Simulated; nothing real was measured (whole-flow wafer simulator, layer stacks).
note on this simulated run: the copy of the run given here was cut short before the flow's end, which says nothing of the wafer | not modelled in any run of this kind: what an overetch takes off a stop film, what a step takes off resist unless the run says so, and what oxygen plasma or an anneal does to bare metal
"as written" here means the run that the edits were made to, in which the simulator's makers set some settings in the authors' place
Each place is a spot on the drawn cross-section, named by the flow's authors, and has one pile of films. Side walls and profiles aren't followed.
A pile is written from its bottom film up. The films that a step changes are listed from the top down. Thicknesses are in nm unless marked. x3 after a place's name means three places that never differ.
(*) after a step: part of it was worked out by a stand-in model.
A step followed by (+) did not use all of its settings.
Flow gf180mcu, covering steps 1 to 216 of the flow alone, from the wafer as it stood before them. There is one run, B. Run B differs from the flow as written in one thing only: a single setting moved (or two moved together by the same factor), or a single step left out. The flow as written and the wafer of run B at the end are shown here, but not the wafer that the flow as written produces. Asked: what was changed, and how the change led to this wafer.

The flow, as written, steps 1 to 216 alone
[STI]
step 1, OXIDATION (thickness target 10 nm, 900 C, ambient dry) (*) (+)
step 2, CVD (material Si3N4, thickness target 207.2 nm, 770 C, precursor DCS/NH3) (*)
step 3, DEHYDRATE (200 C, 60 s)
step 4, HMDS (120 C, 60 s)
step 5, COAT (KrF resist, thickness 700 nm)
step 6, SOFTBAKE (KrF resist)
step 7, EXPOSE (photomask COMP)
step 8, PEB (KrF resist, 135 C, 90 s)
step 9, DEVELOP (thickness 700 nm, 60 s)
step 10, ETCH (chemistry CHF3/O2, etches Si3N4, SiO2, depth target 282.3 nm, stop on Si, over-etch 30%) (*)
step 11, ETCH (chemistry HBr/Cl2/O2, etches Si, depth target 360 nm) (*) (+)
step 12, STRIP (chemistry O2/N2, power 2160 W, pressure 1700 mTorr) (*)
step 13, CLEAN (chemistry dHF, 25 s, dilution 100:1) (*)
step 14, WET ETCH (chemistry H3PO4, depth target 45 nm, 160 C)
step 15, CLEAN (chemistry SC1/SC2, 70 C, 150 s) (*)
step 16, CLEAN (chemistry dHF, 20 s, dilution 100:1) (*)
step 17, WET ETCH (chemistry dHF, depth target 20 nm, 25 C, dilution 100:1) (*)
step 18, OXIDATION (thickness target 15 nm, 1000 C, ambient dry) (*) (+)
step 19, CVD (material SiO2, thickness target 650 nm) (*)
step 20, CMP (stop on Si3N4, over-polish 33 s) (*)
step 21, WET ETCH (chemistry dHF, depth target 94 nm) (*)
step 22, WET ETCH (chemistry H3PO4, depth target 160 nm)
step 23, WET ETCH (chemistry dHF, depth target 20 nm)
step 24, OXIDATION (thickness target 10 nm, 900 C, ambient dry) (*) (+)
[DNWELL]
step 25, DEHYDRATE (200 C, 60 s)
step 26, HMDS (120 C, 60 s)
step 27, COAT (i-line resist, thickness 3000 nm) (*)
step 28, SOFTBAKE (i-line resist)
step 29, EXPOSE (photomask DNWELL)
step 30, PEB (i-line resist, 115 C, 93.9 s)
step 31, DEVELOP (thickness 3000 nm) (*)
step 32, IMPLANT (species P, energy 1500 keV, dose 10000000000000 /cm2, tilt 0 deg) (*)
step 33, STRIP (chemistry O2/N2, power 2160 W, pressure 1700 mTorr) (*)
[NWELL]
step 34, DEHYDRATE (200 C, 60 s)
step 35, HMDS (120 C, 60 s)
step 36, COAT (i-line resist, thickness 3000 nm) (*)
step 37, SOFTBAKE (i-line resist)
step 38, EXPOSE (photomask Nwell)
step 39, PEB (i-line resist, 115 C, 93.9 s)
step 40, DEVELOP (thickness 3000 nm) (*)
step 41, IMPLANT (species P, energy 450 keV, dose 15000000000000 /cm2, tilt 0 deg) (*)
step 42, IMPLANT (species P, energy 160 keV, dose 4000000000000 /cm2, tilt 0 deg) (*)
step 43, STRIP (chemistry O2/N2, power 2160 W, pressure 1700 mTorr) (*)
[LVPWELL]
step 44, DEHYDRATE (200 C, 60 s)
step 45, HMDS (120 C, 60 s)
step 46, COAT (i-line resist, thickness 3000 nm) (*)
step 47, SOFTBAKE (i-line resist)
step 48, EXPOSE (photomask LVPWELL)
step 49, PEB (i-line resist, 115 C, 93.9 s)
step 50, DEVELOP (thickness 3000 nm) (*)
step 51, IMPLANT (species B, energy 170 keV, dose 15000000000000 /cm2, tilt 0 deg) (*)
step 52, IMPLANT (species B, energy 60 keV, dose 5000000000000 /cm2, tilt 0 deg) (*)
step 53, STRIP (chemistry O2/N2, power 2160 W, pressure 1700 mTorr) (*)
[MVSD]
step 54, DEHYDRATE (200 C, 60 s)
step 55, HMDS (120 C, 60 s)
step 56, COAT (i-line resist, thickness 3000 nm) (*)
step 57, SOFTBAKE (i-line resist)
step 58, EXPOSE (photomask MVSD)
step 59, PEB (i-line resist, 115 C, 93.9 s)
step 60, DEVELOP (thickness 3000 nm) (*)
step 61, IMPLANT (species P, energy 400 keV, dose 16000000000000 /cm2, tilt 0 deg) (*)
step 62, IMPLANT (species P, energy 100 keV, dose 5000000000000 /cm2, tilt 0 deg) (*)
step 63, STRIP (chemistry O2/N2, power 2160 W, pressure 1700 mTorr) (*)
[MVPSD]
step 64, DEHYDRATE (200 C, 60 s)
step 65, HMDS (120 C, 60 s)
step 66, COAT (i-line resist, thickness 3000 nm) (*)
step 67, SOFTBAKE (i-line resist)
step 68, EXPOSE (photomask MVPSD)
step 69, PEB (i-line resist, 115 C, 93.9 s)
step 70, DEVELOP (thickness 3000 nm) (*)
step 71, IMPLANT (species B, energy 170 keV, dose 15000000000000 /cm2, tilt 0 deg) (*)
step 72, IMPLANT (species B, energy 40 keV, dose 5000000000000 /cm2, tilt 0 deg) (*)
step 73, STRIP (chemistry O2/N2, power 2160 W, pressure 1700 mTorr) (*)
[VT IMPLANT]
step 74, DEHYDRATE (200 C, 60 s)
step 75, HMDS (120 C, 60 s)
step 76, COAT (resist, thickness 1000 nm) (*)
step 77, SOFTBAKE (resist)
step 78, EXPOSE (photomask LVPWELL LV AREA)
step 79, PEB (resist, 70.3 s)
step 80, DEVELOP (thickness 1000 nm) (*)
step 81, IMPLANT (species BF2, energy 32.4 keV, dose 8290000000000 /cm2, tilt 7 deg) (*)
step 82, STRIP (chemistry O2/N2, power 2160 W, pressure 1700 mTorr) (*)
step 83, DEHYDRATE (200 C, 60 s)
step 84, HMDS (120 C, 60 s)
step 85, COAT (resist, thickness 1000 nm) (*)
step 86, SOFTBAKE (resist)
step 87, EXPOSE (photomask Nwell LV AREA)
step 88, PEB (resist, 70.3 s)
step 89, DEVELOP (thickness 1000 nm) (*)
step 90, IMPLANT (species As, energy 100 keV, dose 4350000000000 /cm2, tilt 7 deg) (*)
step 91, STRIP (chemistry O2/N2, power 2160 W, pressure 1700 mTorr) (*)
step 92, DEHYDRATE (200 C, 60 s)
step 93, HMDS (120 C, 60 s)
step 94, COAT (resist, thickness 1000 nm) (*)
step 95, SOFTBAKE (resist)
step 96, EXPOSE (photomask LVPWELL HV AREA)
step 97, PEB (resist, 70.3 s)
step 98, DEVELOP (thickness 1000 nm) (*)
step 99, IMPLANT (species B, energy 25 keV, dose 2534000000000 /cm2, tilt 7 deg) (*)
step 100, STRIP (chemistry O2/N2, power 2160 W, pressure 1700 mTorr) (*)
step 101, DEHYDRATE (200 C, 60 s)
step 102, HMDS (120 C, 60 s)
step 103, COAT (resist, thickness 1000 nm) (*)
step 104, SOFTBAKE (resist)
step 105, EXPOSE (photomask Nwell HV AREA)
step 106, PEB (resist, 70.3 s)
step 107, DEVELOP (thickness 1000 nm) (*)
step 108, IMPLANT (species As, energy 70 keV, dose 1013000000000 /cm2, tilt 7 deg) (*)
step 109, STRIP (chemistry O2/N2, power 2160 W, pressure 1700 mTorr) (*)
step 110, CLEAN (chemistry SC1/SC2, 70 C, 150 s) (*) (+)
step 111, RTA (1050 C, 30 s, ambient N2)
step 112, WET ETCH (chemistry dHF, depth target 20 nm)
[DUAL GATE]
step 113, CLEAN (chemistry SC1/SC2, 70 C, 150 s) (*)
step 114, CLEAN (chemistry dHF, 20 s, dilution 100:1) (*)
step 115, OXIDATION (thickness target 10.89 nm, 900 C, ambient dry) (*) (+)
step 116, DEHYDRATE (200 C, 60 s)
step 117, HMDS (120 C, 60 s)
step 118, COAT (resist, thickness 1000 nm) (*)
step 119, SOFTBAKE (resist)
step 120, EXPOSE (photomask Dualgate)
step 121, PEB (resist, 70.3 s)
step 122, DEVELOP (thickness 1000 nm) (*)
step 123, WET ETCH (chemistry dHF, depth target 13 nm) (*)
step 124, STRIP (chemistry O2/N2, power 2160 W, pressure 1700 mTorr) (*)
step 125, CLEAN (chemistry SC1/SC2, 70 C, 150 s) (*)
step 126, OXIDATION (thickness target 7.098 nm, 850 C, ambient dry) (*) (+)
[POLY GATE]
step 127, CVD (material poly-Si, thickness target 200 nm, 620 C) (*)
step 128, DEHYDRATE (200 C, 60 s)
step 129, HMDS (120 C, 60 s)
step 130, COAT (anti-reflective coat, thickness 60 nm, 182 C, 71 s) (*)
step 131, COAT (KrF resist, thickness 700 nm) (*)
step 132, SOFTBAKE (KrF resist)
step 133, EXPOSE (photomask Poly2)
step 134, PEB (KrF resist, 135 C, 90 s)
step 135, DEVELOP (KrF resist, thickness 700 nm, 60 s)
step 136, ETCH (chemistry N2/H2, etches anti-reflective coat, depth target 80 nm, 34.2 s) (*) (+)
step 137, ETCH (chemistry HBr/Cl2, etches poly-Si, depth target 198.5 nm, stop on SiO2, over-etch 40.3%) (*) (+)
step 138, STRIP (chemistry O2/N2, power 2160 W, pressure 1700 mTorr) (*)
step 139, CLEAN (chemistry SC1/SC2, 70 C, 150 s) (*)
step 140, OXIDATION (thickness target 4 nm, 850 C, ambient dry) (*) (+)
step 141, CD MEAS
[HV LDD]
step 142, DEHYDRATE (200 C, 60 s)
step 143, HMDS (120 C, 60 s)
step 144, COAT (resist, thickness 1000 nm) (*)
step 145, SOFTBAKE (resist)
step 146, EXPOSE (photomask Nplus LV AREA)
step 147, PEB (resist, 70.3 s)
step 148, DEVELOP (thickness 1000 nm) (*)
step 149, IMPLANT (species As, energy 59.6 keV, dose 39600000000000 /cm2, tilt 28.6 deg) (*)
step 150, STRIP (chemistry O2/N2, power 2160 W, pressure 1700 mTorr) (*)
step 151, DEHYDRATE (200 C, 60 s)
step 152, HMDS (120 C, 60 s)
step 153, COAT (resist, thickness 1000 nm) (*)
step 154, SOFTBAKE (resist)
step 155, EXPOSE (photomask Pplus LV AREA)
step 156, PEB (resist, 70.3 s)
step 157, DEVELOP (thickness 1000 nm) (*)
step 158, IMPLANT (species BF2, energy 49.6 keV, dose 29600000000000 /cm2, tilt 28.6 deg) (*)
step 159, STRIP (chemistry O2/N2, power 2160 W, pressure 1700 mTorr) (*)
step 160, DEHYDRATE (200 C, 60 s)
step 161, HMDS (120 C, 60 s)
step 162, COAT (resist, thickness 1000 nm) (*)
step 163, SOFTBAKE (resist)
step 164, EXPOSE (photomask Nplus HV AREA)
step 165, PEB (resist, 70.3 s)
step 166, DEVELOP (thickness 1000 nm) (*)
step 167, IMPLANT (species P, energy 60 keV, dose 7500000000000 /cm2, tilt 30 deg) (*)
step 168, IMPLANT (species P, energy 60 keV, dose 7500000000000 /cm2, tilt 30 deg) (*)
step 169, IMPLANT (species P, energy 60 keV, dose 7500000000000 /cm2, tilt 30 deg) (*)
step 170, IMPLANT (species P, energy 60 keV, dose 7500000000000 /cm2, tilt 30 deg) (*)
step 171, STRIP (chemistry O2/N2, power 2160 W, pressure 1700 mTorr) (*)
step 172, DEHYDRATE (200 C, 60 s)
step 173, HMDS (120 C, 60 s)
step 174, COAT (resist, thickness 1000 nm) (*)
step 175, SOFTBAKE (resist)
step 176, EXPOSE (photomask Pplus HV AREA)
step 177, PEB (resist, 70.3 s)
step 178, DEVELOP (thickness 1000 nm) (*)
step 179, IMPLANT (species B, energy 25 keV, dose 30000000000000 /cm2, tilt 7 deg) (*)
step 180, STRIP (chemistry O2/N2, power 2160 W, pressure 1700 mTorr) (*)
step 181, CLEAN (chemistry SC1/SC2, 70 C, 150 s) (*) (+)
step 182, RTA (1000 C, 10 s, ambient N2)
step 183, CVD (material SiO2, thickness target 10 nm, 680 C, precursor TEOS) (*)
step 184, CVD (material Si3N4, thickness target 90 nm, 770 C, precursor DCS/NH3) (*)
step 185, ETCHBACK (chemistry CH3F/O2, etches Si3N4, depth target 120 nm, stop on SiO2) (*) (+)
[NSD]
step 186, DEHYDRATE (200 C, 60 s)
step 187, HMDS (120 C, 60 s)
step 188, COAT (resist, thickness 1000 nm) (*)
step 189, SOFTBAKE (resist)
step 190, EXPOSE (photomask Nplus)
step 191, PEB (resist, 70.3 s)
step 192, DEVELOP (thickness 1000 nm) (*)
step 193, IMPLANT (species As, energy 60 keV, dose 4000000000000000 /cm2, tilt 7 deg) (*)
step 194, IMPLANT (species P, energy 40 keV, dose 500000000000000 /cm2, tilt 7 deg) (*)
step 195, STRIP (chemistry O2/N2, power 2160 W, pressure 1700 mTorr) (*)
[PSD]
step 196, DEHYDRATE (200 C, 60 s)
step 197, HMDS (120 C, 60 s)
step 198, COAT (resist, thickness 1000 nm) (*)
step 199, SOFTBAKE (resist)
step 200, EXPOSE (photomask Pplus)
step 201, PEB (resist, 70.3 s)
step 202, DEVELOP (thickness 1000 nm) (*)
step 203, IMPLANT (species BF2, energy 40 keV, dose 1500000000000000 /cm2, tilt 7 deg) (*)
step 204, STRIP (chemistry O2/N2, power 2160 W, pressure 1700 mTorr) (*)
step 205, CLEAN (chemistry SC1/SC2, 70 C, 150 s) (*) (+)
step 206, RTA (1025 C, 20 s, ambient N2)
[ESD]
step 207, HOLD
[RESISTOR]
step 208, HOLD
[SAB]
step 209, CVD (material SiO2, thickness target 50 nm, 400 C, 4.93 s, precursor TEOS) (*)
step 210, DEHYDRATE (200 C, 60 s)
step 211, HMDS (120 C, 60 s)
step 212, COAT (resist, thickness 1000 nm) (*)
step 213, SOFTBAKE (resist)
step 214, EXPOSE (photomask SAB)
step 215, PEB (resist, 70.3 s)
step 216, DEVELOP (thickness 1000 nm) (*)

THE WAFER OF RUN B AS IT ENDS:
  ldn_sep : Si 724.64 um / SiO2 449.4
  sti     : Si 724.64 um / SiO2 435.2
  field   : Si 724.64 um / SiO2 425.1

What caused this: step 112, WET ETCH: depth target 9.4 nm was run, while the flow as written has depth target 20 nm.

Step by step, how the change led to this:
  step 112, WET ETCH (chemistry dHF, depth target 20 nm)
      field, field__w2, field__w3 and 43 more: SiO2 loses 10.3 (it would be, as written: SiO2 loses 22)
  step 119, SOFTBAKE (resist)
      field_sub: resist loses 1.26 (it would be, as written: resist loses 0.73)
      gate_p_hv: resist gains 1.43 (it would be, as written: resist gains 0.83)
      (also at 1 further place)
  step 130, COAT (anti-reflective coat, thickness 60 nm, 182 C, 71 s) (*)
      p_well, spacer, sd_n: anti-reflective coat gains 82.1 (new film) (it would be, as written: anti-reflective coat gains 70.9 (new film))
      field: anti-reflective coat gains 57.7 (new film) (it would be, as written: anti-reflective coat gains 61.5 (new film))
      (also at 70 further places)
  step 136, ETCH (chemistry N2/H2, etches anti-reflective coat, depth target 80 nm, 34.2 s) (*) (+)
      p_well, spacer, sd_n: anti-reflective coat loses 82.1 (all of it), poly-Si loses 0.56 (it would be, as written: anti-reflective coat loses 70.9 (all of it), poly-Si loses 0.85)
      field: anti-reflective coat loses 57.7 (all of it), poly-Si loses 1.19 (it would be, as written: anti-reflective coat loses 61.5 (all of it), poly-Si loses 1.09)
      (also at 49 further places)
  step 138, STRIP (chemistry O2/N2, power 2160 W, pressure 1700 mTorr) (*)
      gate: chemical SiO2 gains 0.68 (new film), KrF resist loses 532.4 (all of it), anti-reflective coat loses 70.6 (all of it), poly-Si loses 0.3 (it would be, as written: chemical SiO2 gains 0.68 (new film), KrF resist loses 531.7 (all of it), anti-reflective coat loses 65.5 (all of it), poly-Si loses 0.3)
      gate_hv: chemical SiO2 gains 0.68 (new film), KrF resist loses 530.9 (all of it), anti-reflective coat loses 62.9 (all of it), poly-Si loses 0.3 (it would be, as written: chemical SiO2 gains 0.68 (new film), KrF resist loses 528.4 (all of it), anti-reflective coat loses 61 (all of it), poly-Si loses 0.3)
      (also at 19 further places)
  step 145, SOFTBAKE (resist)
      field_sub: resist gains 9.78 (it would be, as written: resist gains 10.3)
      gate_p_hv: resist loses 7.31 (it would be, as written: resist loses 7.98)
      (also at 4 further places)
  step 154, SOFTBAKE (resist)
      field_sub: resist gains 9.78 (it would be, as written: resist gains 10.3)
      gate_p_hv: resist loses 7.31 (it would be, as written: resist loses 7.98)
      (also at 4 further places)
  step 163, SOFTBAKE (resist)
      field_sub: resist gains 9.78 (it would be, as written: resist gains 10.3)
      gate_p_hv: resist loses 7.31 (it would be, as written: resist loses 7.98)
      (also at 4 further places)
  step 175, SOFTBAKE (resist)
      field_sub: resist gains 9.78 (it would be, as written: resist gains 10.3)
      gate_p_hv: resist loses 7.31 (it would be, as written: resist loses 7.98)
      (also at 4 further places)
  step 189, SOFTBAKE (resist)
      active_hv: resist loses 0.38 (it would be, as written: resist gains 2.68)
      active_nat: resist gains 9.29 (it would be, as written: resist gains 5.49)
      (also at 3 further places)
  step 199, SOFTBAKE (resist)
      active_hv: resist loses 0.38 (it would be, as written: resist gains 2.68)
      active_nat: resist gains 9.29 (it would be, as written: resist gains 5.49)
      (also at 3 further places)
  step 209, CVD (material SiO2, thickness target 50 nm, 400 C, 4.93 s, precursor TEOS) (*)
      active: SiO2 gains 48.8 (it would be, as written: SiO2 gains 50)
      ld_drn_p: SiO2 gains 45 (it would be, as written: SiO2 gains 46)
  step 213, SOFTBAKE (resist)
      gate_p_hv: resist loses 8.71 (it would be, as written: resist loses 9.34)
      iso_ptap_sub: resist gains 1.2 (it would be, as written: resist gains 0.66)
      (also at 3 further places)
